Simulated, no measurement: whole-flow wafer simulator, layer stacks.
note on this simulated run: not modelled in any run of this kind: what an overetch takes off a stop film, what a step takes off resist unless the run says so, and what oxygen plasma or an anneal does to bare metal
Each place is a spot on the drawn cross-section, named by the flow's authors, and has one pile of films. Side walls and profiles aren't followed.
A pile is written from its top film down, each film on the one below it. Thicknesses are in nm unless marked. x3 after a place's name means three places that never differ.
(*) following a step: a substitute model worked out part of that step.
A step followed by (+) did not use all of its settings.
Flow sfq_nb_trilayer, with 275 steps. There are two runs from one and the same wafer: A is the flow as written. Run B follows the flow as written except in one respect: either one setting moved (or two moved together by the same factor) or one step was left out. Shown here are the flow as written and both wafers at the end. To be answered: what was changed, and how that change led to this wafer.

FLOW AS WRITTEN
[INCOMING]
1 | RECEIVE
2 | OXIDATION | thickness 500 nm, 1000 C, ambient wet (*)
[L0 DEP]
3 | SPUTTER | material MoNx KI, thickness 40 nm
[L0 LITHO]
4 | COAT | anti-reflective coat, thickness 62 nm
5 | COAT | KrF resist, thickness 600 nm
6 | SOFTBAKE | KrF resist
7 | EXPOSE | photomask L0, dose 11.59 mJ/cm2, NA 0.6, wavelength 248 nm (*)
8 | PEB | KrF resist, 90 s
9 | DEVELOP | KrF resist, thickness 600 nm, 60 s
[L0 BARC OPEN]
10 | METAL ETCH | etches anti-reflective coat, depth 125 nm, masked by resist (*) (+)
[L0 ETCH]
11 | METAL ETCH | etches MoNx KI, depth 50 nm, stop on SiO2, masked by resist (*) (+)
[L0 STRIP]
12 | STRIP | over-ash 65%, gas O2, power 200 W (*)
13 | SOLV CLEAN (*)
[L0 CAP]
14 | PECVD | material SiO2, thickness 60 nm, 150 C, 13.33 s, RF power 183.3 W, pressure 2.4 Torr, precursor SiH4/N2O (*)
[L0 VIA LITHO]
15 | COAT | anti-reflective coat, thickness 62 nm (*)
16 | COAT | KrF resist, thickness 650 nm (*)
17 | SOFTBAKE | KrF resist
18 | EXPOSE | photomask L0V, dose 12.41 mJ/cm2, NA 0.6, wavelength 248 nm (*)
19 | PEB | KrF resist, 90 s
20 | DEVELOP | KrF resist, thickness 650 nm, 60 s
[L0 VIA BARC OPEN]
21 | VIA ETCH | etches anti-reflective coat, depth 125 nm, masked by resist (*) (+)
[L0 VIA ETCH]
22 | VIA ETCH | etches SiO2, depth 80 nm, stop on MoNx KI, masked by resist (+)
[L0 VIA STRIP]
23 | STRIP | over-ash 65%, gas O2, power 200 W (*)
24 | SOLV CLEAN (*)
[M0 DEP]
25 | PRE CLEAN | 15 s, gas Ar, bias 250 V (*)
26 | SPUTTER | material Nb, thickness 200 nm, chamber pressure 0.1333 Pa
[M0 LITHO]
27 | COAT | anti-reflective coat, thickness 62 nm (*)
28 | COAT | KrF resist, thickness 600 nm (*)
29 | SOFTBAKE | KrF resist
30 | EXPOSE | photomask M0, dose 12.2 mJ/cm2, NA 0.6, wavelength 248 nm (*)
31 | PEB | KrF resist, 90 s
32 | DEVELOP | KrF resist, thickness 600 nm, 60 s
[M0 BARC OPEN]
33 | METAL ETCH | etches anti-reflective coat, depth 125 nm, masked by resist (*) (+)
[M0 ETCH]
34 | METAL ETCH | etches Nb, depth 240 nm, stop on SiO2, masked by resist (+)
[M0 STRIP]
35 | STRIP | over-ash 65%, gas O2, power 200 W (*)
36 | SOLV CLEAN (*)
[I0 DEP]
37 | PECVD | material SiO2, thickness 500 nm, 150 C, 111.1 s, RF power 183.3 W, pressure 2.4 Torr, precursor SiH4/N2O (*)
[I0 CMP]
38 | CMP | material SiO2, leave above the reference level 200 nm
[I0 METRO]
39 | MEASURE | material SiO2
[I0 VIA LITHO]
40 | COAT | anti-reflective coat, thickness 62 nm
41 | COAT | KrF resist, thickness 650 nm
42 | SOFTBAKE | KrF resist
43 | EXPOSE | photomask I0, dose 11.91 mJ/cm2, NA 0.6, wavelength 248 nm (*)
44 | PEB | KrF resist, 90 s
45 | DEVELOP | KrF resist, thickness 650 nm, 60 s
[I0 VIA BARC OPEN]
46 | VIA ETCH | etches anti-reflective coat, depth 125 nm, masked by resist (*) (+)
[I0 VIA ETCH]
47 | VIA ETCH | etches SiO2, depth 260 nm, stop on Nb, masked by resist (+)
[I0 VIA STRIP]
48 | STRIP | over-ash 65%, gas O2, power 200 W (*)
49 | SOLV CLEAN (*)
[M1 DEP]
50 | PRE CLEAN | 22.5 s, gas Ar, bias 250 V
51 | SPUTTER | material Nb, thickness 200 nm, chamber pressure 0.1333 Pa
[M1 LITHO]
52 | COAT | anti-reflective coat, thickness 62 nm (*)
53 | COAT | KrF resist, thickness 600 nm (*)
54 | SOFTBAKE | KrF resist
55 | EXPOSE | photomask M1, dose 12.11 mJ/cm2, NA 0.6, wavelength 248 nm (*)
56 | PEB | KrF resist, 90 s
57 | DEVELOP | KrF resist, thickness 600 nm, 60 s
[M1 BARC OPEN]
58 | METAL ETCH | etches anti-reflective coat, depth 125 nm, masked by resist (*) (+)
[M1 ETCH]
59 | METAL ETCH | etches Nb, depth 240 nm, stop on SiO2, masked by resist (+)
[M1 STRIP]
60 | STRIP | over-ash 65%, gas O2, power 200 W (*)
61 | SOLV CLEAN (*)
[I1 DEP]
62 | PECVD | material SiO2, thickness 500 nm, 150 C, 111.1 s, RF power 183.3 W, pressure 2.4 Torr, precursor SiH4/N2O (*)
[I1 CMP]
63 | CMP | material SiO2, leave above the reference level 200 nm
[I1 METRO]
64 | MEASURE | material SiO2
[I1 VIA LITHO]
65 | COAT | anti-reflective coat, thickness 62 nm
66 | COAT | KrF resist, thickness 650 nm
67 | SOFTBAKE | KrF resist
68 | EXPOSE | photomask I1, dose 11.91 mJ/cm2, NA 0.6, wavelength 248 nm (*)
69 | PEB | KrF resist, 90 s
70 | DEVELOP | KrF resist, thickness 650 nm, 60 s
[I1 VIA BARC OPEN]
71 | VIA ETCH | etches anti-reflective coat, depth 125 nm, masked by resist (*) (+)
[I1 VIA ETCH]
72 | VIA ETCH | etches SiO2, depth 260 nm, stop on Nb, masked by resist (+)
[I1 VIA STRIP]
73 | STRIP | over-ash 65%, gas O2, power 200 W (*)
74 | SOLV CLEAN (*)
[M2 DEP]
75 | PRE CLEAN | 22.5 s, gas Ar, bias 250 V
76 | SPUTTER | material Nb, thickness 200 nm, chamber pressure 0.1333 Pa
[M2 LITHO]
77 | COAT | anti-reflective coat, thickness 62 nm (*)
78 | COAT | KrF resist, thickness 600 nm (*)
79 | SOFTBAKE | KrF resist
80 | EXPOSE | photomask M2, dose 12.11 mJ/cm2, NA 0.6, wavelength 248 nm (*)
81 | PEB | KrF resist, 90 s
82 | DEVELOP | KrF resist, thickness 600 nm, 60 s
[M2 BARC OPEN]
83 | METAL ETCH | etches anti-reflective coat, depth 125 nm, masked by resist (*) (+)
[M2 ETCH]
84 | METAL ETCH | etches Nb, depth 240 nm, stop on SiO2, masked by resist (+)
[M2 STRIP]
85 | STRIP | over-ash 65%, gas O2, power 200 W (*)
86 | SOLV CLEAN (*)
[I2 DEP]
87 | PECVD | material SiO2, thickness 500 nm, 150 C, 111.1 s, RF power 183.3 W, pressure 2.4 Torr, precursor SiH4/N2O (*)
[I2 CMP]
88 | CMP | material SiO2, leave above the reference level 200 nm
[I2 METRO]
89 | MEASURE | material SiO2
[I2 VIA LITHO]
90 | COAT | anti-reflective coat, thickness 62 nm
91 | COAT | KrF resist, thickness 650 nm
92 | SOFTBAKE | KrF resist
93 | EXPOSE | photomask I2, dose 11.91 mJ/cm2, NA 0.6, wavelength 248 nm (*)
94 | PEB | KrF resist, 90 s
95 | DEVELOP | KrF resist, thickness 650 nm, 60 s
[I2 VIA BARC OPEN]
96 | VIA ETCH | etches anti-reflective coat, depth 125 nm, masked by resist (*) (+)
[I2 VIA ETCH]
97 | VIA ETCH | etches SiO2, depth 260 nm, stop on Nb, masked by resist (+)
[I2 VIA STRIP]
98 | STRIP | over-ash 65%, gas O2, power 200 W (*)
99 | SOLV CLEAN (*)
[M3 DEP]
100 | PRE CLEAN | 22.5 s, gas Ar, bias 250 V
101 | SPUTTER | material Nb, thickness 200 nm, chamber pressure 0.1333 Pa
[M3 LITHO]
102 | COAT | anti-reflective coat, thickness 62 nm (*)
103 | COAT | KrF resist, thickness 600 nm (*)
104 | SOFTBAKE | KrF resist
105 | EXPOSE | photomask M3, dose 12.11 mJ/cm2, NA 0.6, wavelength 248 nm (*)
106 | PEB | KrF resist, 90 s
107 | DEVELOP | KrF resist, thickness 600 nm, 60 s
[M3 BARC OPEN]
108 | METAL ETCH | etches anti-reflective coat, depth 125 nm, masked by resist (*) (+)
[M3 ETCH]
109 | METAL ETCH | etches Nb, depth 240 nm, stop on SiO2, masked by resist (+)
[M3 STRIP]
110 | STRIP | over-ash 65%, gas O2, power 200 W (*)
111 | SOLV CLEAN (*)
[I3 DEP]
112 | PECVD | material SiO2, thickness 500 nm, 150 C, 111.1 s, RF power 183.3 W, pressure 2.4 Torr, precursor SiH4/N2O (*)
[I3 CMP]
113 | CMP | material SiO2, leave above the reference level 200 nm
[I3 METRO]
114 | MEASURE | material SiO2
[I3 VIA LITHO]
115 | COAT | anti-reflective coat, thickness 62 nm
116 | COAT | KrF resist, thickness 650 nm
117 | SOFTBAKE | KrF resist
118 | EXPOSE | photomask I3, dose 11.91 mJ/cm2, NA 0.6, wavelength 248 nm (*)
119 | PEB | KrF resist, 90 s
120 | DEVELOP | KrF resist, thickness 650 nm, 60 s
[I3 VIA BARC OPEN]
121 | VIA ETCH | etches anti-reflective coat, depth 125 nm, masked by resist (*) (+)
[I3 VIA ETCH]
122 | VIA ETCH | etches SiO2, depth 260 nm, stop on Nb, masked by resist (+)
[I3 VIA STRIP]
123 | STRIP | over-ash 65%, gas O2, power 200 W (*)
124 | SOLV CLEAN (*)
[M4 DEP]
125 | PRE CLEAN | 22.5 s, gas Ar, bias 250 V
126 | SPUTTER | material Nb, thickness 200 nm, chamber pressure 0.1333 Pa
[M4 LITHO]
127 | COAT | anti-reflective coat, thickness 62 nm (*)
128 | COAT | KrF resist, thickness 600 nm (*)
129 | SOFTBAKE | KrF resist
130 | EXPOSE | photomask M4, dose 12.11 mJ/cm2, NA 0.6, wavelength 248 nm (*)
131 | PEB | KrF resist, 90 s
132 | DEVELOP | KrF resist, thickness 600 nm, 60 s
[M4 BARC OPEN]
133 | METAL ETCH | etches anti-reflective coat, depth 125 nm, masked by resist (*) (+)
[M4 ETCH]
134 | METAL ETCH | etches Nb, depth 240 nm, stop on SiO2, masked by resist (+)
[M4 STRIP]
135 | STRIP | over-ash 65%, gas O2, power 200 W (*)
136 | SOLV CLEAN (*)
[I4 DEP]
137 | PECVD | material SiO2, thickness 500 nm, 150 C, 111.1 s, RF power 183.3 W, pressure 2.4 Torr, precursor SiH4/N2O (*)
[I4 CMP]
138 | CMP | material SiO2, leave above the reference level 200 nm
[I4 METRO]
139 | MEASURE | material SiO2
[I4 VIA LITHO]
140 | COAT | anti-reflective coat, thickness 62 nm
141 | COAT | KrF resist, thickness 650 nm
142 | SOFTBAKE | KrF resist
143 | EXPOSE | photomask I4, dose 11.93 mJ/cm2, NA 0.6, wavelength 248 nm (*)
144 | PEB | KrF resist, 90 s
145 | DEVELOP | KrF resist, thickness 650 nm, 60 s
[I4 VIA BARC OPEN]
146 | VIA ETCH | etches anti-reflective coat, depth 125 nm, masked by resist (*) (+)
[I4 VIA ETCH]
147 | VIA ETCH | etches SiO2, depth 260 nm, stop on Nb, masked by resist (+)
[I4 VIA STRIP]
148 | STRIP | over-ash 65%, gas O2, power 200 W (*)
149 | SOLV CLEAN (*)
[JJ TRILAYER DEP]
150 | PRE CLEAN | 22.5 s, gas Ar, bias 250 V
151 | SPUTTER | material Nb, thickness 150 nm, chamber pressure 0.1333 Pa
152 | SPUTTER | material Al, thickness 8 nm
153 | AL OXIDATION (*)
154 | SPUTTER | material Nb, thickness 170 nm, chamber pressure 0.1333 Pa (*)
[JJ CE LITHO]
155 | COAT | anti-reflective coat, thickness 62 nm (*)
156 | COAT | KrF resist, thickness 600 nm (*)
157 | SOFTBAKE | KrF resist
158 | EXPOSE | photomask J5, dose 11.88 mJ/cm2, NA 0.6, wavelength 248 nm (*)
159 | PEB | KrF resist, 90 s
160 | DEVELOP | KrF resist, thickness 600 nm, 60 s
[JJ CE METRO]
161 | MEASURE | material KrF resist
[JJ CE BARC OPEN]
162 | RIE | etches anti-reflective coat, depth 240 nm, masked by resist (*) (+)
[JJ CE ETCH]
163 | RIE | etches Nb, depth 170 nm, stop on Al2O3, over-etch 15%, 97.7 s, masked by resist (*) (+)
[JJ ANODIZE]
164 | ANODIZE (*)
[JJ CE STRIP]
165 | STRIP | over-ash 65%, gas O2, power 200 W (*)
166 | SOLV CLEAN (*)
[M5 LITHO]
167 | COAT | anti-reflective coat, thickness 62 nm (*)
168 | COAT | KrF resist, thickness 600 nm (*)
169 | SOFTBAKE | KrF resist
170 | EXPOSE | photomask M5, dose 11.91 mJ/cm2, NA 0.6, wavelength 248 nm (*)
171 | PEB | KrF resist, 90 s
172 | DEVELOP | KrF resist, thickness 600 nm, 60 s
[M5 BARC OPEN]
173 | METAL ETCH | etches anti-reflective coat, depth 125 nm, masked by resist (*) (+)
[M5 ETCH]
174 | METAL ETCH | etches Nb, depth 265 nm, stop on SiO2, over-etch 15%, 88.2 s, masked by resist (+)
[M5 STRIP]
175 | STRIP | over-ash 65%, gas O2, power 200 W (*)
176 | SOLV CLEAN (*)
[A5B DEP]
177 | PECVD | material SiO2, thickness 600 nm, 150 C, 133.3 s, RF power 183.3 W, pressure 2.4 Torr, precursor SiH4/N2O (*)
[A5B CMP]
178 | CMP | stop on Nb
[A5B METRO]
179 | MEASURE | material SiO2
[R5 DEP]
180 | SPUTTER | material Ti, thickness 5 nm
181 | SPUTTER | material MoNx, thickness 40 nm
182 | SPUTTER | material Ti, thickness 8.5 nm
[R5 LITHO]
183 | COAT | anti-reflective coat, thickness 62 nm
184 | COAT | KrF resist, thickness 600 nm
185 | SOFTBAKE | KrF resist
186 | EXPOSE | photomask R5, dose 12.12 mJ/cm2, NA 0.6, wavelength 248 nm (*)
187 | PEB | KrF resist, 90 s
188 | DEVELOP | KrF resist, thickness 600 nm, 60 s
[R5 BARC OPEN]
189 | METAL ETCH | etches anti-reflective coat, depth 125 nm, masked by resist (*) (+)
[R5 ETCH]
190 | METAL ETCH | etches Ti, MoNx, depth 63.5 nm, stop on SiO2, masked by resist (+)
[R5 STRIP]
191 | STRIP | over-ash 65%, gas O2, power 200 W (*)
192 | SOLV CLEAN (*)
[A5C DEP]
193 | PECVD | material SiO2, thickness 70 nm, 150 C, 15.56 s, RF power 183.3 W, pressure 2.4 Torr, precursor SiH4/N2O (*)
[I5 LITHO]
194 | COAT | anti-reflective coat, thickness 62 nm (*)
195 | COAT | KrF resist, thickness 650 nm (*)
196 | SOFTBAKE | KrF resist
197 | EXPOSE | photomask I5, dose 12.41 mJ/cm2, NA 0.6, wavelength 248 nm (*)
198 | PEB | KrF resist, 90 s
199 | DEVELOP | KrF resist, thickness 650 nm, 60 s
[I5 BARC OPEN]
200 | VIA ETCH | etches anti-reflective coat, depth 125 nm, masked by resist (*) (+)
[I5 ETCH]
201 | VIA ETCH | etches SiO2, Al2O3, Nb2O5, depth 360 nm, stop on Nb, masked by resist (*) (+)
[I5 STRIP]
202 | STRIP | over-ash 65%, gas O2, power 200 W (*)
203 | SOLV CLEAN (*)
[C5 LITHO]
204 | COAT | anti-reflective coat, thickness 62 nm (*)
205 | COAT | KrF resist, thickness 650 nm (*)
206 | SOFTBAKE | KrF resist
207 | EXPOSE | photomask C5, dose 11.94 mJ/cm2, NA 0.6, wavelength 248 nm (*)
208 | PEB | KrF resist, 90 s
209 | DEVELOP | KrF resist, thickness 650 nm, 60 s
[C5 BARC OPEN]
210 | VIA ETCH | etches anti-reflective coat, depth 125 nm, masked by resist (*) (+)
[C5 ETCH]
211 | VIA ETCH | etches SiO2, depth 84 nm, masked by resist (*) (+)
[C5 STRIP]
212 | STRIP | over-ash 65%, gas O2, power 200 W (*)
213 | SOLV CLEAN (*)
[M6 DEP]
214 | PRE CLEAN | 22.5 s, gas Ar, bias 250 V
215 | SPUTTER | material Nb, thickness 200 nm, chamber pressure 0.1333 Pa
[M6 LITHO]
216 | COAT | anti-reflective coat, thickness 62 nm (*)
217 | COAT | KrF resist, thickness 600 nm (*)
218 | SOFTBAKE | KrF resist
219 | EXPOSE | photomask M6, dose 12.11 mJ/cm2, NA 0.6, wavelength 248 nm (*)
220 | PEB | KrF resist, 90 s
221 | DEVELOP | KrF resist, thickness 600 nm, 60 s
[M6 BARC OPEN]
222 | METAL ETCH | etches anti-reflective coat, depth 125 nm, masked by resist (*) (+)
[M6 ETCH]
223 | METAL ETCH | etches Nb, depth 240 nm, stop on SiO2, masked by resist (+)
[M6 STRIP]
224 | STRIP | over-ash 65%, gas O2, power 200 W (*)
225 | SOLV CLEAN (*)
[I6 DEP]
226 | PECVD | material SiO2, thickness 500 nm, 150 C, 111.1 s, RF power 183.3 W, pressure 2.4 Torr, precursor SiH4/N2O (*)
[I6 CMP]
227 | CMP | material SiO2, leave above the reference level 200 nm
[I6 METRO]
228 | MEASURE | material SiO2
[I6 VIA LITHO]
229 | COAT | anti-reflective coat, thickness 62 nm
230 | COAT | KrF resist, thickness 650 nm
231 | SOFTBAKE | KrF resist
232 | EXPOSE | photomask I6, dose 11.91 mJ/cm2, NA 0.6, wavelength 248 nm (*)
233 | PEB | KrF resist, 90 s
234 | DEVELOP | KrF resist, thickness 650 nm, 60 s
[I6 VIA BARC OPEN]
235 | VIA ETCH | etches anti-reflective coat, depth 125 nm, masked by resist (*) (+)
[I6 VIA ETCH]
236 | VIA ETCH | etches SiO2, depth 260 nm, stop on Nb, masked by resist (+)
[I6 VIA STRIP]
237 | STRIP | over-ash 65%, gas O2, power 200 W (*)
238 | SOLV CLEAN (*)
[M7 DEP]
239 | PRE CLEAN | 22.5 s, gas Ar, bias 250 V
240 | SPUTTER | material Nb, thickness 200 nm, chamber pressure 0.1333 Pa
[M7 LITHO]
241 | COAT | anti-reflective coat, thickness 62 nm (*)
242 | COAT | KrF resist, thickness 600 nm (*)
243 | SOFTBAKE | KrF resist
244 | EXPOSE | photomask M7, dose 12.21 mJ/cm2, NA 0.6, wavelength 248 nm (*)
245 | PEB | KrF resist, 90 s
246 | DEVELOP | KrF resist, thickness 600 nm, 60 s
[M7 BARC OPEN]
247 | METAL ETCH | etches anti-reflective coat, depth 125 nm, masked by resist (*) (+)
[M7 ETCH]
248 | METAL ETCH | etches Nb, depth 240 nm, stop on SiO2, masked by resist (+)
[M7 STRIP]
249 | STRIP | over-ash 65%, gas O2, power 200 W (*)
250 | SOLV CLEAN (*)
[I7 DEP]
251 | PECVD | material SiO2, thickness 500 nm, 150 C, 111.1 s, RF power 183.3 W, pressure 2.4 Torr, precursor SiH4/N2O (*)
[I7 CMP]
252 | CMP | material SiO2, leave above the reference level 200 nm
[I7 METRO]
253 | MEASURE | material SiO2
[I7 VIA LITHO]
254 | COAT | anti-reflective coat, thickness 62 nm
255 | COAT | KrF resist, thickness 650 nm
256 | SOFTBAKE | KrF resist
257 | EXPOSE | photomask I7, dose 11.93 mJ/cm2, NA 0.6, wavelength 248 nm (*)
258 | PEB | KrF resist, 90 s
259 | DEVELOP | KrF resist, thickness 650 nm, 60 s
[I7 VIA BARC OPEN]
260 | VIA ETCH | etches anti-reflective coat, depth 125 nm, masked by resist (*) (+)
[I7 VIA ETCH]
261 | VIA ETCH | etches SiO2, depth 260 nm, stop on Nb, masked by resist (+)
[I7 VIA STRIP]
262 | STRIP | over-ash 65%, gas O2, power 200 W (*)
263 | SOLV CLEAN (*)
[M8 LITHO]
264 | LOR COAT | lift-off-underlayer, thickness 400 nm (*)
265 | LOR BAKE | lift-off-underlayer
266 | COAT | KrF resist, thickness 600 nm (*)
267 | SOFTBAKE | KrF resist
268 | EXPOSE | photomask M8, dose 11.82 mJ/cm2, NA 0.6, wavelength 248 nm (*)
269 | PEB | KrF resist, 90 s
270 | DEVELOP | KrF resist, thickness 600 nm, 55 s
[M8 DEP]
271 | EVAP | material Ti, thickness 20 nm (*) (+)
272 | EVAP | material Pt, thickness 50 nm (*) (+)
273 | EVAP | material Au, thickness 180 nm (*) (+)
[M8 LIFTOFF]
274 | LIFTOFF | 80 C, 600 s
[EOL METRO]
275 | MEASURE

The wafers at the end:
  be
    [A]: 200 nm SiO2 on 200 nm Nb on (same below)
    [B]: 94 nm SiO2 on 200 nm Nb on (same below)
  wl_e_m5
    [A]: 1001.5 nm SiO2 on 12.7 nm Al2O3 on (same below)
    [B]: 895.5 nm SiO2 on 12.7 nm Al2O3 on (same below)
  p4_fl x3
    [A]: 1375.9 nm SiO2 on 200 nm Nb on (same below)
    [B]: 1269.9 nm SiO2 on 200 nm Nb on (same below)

The reason: step 252, CMP: leave above the reference level 94 nm was run, while the flow as written has leave above the reference level 200 nm.
The wafer lets one read it off: be has SiO2 94, and step 252 as written asks for 200 nm.

How this came from the change, step by step:
  252 | CMP | material SiO2, leave above the reference level 200 nm
      field_l, p4_fl x3, p4_w1 x9 and 46 more: A -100 SiO2 | B -206 SiO2
      v_sur, via_wl, via_w and 37 more: A -300 SiO2 | B -406 SiO2
      (and at 7 other places as well)
  261 | VIA ETCH | etches SiO2, depth 260 nm, stop on Nb, masked by resist (+)
      field_l, v_sur, via_sp and 100 more: A -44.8 KrF resist | B -24.3 KrF resist
      via_wl, via_w, via_wr: A -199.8 SiO2 (all of it) | B -93.8 SiO2 (all of it)
  262 | STRIP | over-ash 65%, gas O2, power 200 W (*)
      field_l, v_sur, via_sp and 100 more: A -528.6 KrF resist (all of it), -62 anti-reflective coat (all of it) | B -549.2 KrF resist (all of it), -62 anti-reflective coat (all of it)
  264 | LOR COAT | lift-off-underlayer, thickness 400 nm (*)
      via_wl, via_wr: A +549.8 lift-off-underlayer (new film) | B +470.4 lift-off-underlayer (new film)
      v_sur: A +369.4 lift-off-underlayer (new film) | B +385.6 lift-off-underlayer (new film)
      (and at 2 other places as well)
  266 | COAT | KrF resist, thickness 600 nm (*)
      via_wl: A +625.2 KrF resist (new film) | B +611.8 KrF resist (new film)
      via_w: A +636.8 KrF resist (new film) | B +617.3 KrF resist (new film)
      (and at 1 other place as well)
  270 | DEVELOP | KrF resist, thickness 600 nm, 55 s
      v_sur: A -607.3 KrF resist (all of it), -369.4 lift-off-underlayer (all of it) | B -602.8 KrF resist (all of it), -385.6 lift-off-underlayer (all of it)
      via_wl: A -623.9 KrF resist (all of it), -549.8 lift-off-underlayer (all of it) | B -610.5 KrF resist (all of it), -470.4 lift-off-underlayer (all of it)
      (and at 3 other places as well)
